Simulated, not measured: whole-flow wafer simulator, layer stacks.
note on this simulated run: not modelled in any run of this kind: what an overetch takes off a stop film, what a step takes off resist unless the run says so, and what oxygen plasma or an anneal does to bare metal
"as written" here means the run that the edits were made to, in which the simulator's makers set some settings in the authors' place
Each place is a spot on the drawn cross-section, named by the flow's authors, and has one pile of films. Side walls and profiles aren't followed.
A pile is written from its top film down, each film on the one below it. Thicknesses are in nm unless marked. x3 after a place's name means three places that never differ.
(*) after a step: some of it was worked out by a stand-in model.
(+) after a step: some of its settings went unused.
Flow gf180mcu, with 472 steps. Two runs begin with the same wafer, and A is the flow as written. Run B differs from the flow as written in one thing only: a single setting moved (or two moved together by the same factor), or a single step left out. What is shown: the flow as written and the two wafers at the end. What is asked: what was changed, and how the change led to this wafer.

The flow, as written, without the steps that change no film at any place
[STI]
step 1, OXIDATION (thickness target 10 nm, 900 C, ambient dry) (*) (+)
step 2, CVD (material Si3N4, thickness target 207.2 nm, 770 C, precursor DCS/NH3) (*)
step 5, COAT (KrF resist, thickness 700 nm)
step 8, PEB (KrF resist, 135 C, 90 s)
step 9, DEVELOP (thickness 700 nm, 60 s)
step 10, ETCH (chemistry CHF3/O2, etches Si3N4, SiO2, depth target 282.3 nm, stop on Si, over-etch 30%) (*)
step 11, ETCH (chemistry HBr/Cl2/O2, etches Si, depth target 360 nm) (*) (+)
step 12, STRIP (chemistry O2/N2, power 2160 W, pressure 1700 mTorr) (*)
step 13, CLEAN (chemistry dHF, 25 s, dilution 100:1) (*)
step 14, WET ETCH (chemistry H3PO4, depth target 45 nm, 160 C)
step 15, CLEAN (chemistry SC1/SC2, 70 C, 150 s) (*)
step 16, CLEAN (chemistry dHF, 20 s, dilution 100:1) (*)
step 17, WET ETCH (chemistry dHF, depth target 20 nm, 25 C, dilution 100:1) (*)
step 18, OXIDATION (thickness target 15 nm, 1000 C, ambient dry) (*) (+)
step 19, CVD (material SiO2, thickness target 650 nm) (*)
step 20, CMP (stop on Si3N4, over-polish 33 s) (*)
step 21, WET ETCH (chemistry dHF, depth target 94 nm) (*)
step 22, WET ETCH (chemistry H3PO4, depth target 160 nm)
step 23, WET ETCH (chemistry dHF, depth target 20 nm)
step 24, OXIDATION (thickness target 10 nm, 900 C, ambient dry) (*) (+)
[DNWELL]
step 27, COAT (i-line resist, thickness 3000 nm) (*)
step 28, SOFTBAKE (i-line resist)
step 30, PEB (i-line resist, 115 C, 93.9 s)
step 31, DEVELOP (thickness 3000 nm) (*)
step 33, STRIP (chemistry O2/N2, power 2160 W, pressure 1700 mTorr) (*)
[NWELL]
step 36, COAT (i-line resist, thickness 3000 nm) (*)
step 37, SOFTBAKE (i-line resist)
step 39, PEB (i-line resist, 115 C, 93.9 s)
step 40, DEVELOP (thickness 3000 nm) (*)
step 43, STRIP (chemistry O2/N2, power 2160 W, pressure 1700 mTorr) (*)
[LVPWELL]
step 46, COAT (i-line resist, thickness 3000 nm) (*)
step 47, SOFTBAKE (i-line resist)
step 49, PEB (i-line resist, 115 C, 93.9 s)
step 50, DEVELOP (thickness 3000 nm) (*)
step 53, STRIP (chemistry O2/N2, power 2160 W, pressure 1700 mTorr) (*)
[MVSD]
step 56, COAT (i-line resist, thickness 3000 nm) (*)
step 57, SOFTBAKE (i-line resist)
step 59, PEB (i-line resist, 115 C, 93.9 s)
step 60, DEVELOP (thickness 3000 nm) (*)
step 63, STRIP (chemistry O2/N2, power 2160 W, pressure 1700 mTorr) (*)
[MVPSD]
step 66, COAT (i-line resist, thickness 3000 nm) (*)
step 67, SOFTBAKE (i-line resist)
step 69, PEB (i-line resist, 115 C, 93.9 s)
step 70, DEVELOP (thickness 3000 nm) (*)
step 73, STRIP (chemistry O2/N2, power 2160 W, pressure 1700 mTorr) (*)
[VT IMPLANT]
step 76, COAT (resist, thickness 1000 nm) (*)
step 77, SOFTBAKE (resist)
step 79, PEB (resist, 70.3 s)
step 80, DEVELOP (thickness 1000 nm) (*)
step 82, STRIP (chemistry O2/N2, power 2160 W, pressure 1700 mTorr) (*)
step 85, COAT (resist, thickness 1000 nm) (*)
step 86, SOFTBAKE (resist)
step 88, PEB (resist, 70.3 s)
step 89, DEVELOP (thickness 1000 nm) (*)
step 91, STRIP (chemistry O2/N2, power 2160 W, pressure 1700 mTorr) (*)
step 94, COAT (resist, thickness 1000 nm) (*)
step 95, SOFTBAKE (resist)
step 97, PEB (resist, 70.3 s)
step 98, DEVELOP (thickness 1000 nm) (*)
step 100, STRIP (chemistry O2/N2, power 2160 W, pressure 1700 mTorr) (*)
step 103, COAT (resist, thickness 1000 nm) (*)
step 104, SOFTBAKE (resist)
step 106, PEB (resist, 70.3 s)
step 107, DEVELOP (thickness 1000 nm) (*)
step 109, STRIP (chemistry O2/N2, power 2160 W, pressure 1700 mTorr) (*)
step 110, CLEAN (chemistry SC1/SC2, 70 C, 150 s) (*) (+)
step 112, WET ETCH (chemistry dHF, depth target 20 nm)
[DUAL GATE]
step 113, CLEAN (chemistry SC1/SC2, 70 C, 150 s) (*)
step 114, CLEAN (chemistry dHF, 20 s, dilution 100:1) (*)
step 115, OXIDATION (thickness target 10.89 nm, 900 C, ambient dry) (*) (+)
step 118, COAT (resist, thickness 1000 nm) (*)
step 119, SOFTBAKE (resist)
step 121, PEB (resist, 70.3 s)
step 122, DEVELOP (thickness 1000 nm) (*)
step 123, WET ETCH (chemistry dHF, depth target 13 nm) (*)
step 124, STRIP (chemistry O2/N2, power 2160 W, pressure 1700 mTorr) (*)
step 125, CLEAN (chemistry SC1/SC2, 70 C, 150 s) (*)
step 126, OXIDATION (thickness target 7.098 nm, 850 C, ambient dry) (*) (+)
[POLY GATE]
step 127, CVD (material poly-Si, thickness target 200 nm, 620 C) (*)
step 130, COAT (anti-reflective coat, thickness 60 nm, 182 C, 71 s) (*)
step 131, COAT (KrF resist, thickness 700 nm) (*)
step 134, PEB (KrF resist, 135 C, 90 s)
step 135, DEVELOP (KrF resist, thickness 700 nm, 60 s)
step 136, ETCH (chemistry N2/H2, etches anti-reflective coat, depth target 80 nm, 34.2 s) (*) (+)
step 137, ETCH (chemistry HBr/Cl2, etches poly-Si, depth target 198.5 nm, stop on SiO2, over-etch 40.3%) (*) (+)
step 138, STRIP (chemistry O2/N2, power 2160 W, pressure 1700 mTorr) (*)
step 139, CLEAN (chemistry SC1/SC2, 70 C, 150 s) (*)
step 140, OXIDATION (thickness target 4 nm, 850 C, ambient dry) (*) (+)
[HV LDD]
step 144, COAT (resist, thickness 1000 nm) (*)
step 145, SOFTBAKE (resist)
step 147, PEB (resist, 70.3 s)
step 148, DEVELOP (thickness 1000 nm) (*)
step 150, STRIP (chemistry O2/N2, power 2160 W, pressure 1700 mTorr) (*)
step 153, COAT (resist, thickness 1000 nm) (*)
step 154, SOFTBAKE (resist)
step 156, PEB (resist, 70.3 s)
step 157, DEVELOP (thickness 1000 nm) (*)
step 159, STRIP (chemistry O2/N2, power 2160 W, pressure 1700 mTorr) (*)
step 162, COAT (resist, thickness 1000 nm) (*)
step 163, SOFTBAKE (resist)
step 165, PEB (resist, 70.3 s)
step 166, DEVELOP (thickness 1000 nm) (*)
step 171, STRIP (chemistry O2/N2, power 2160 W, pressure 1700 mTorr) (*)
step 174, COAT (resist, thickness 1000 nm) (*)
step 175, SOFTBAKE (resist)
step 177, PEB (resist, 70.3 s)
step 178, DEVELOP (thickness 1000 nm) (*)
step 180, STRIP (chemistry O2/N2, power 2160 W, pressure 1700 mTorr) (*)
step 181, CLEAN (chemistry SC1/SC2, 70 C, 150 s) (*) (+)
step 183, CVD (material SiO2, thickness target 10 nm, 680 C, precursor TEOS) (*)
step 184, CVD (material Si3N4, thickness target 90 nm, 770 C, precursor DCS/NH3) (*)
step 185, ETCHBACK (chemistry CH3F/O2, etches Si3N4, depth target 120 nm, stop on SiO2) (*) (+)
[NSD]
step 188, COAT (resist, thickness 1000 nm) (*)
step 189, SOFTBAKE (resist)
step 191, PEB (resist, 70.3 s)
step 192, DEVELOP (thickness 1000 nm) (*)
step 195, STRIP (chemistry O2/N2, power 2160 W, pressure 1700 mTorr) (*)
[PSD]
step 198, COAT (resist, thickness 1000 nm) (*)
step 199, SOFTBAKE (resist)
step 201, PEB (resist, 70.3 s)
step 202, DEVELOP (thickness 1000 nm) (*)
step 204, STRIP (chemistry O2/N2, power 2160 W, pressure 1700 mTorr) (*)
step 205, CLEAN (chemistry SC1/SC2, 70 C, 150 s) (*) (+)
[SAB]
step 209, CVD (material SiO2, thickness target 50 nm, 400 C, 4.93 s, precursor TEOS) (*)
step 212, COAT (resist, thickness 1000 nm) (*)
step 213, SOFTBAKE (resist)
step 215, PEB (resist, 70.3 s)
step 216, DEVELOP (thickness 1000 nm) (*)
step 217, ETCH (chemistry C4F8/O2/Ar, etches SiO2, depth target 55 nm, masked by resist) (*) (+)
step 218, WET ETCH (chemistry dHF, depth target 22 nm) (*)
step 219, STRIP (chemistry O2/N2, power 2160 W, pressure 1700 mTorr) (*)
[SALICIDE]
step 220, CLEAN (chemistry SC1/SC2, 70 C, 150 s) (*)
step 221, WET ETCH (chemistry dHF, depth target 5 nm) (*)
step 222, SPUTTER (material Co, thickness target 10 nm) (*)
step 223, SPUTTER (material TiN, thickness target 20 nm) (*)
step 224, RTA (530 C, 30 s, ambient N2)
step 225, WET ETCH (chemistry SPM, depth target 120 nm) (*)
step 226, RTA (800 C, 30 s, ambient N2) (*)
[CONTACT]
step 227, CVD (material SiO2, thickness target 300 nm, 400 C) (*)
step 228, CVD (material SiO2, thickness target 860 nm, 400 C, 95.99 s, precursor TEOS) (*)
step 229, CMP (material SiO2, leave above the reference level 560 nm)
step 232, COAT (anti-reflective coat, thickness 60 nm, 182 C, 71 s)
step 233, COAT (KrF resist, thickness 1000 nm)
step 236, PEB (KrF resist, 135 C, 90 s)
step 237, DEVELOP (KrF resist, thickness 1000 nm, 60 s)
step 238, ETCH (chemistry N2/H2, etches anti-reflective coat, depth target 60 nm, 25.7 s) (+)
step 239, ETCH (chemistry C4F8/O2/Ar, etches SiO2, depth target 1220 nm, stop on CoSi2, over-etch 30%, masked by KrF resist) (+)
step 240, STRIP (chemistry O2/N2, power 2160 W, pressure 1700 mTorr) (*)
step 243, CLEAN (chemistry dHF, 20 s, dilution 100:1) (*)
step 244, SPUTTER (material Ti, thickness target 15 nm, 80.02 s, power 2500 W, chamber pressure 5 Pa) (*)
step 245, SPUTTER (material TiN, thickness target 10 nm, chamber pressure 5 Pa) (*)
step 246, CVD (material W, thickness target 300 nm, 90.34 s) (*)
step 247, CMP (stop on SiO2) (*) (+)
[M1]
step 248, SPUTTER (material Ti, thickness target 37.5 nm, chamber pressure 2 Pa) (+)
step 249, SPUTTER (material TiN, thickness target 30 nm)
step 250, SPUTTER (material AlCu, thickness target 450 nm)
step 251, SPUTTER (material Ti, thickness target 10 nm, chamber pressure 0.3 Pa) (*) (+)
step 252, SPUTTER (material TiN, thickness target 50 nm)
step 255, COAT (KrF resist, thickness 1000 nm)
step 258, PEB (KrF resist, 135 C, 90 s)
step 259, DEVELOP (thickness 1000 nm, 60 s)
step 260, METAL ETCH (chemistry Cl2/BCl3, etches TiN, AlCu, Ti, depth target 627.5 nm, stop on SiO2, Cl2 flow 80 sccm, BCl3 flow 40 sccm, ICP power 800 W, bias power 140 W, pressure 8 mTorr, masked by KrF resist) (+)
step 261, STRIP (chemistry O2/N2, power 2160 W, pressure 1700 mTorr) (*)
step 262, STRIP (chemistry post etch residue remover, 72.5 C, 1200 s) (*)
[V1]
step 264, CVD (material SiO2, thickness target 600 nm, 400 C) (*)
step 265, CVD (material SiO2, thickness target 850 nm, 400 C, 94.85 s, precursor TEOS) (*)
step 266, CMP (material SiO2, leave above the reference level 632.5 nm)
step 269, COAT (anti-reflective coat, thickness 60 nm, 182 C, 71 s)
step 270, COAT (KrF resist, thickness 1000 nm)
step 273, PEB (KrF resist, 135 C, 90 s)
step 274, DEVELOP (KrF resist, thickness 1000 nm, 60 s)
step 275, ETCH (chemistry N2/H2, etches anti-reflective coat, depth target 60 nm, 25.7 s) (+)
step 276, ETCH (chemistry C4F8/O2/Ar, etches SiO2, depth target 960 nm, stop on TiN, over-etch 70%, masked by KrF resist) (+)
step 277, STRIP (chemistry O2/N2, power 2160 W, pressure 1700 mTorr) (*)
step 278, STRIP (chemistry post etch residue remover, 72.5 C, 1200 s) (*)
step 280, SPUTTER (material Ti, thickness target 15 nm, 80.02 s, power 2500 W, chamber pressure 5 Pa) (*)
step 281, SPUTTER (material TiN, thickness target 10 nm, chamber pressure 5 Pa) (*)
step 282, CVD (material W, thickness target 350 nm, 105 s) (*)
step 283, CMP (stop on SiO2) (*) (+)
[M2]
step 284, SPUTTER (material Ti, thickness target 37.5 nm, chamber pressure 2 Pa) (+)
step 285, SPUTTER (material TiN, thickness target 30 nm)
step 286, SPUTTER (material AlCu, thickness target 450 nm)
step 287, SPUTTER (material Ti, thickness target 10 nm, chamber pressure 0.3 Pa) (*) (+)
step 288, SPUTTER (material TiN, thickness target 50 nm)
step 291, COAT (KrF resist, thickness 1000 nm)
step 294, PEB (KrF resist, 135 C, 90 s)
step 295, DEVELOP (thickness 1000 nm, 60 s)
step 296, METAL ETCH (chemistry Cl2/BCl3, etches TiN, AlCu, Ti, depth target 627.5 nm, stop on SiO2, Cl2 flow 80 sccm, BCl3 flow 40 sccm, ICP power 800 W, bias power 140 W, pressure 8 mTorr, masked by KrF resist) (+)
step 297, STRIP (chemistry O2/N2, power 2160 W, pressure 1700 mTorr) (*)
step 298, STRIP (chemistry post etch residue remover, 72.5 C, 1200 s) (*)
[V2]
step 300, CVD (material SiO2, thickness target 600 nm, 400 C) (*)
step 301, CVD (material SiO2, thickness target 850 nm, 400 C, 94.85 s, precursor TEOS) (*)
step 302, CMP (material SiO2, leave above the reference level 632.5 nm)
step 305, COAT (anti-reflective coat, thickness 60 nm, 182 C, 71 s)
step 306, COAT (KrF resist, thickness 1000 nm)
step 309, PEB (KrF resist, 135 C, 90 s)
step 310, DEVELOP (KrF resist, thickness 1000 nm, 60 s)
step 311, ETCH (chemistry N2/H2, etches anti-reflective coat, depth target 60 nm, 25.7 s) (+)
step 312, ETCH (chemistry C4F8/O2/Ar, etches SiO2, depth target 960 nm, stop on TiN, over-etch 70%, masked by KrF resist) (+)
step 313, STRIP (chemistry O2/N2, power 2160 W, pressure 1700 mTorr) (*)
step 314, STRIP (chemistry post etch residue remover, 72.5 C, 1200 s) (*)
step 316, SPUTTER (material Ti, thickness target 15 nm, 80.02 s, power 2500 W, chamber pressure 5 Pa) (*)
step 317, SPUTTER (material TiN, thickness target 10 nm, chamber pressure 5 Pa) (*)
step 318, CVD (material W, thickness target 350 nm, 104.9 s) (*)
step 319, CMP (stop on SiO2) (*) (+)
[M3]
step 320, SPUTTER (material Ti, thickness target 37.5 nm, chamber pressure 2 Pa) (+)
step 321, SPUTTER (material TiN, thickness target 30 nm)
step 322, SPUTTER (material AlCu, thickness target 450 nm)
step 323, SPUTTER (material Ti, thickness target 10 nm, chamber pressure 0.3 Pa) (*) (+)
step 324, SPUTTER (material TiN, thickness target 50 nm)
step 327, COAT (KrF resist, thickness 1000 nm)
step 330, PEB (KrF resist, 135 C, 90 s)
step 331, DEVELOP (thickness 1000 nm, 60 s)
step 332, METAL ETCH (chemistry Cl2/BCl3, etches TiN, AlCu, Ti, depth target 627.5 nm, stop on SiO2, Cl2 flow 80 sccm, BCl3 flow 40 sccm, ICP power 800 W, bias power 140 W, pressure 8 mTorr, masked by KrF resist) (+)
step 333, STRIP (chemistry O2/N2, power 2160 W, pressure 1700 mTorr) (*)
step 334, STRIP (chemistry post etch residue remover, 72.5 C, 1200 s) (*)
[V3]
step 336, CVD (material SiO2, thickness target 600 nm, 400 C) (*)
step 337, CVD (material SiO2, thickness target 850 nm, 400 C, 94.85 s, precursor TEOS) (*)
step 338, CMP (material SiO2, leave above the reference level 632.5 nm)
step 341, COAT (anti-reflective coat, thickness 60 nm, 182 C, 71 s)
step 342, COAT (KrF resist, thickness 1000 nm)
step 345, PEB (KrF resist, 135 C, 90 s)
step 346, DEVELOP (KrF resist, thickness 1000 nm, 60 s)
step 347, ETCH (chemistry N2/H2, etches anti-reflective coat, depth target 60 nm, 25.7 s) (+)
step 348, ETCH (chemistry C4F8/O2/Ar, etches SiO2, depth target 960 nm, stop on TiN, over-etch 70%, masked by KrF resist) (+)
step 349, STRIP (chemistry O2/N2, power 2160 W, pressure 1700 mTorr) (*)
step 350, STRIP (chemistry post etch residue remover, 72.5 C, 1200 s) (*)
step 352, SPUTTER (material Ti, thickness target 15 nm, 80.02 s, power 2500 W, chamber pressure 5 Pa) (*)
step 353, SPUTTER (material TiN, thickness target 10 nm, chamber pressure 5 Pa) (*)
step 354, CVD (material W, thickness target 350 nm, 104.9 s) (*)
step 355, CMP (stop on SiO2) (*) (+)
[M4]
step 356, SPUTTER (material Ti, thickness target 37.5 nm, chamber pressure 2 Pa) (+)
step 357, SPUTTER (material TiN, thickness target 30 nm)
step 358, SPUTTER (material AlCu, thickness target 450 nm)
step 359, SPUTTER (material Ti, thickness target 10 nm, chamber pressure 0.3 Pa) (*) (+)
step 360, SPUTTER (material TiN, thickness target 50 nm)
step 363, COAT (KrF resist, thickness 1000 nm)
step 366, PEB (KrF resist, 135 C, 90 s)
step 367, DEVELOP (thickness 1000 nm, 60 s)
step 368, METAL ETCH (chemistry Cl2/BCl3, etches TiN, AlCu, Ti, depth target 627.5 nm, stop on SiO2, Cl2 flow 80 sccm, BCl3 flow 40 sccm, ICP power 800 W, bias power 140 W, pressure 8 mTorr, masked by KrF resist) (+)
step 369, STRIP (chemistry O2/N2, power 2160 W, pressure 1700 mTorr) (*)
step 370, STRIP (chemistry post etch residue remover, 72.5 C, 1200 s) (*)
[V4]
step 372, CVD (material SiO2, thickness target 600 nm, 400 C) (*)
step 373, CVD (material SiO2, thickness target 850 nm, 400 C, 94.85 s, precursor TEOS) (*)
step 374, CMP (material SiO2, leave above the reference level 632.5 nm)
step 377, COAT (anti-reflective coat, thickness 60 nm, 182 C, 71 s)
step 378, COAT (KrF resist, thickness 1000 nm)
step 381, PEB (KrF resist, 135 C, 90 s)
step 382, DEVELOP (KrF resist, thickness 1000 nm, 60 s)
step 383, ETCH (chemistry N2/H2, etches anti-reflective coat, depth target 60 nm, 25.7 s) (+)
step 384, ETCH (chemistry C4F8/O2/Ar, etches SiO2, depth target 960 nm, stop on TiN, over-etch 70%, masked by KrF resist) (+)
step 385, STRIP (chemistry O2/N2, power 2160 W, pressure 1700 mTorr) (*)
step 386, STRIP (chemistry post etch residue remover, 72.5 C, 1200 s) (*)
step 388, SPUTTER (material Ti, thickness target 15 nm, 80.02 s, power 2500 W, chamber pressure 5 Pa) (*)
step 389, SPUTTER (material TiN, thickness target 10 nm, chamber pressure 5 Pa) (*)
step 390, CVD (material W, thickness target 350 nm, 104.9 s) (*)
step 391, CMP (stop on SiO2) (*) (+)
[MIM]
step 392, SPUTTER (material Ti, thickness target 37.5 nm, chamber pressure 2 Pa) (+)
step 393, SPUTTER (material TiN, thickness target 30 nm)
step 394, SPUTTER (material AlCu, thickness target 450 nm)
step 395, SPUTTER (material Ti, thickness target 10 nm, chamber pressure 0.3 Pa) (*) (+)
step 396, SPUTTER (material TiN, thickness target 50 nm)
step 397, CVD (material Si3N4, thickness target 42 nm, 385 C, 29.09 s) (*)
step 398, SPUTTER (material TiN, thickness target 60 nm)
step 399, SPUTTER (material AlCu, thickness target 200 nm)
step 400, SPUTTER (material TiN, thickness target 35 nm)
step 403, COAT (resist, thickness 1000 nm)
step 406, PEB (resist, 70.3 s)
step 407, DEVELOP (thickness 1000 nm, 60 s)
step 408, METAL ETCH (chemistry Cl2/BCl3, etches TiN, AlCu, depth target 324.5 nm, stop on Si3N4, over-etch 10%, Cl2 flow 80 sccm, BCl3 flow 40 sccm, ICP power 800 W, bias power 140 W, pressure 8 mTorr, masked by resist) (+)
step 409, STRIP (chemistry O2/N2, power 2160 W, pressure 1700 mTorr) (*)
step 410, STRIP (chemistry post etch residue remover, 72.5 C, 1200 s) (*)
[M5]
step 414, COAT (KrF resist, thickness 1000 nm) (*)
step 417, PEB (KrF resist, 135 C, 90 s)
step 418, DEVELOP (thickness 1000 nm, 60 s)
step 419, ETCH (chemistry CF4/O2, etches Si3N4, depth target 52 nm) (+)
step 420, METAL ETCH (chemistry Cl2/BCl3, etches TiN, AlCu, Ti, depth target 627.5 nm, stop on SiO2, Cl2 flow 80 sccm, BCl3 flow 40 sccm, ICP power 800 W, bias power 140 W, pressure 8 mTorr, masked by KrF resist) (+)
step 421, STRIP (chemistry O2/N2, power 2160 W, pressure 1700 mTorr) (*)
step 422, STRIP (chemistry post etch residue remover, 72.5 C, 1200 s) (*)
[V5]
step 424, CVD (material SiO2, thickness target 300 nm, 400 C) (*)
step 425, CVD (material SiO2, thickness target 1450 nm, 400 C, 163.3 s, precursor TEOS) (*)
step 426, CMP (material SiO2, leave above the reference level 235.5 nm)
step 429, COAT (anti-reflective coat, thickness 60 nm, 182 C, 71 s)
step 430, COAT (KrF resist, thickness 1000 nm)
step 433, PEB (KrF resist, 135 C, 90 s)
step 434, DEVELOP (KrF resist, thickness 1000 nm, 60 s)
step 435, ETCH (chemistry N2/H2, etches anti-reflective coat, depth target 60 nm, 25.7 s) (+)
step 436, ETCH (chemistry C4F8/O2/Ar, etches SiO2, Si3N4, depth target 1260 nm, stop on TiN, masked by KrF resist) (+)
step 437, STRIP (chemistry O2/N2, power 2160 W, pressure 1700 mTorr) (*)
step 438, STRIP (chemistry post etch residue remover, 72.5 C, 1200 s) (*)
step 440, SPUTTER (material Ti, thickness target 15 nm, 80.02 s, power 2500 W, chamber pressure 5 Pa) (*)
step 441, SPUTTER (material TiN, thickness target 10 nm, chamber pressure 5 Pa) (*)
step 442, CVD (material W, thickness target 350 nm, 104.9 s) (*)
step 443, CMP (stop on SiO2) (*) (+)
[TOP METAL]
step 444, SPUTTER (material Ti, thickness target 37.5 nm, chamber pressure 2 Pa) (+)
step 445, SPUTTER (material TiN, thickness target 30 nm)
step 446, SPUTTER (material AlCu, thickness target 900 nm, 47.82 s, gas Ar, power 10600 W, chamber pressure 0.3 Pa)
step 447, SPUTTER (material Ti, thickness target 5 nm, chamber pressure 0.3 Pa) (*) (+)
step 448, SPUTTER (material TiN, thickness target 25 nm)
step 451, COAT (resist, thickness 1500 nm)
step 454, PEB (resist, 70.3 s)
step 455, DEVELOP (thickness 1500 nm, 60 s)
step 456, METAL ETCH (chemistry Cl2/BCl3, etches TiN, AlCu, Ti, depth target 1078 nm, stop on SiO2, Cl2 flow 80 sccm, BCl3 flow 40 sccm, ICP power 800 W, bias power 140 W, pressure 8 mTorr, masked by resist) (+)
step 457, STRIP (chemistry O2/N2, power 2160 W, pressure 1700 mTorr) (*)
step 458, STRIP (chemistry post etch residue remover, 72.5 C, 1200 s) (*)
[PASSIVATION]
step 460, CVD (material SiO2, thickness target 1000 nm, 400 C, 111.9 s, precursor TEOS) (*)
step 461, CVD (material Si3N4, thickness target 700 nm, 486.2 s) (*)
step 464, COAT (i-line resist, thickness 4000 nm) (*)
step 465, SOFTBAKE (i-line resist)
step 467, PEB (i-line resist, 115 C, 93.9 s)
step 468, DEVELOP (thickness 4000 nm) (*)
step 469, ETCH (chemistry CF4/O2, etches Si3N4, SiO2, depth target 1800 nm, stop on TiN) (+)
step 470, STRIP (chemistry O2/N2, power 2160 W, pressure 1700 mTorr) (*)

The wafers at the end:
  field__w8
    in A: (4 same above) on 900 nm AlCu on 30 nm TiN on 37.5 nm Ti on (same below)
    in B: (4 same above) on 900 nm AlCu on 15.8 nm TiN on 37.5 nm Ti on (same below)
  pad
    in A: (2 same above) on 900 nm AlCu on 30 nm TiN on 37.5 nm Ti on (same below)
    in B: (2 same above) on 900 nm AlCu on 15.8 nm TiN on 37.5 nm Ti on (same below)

Cause: step 445, SPUTTER: thickness target 15.8 nm was run, whereas the flow has thickness target 30 nm.
The wafer lets one read it off: field__w8 has TiN 15.8, and step 445 as written asks for 30 nm.

The path from the change to this, step by step:
  step 445, SPUTTER (material TiN, thickness target 30 nm)
      field, field__w1, field__w2 and 109 more: A +30 TiN (new film) | B +15.8 TiN (new film)
  step 456, METAL ETCH (chemistry Cl2/BCl3, etches TiN, AlCu, Ti, depth target 1078 nm, stop on SiO2, Cl2 flow 80 sccm, BCl3 flow 40 sccm, ICP power 800 W, bias power 140 W, pressure 8 mTorr, masked by resist) (+)
      field, field__w1, field__w2 and 103 more: A -25 TiN (all of it), -5 Ti (all of it), -900 AlCu (all of it), -30 TiN (all of it), -37.5 Ti (all of it) | B -25 TiN (all of it), -5 Ti (all of it), -900 AlCu (all of it), -15.8 TiN (all of it), -37.5 Ti (all of it)
  step 465, SOFTBAKE (i-line resist)
      field__w11, field__w13: A +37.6 i-line resist | B +36.8 i-line resist
      ld_acc_p, ld_fp_p: A +33.8 i-line resist | B +33.1 i-line resist
      (and at 40 other places as well)
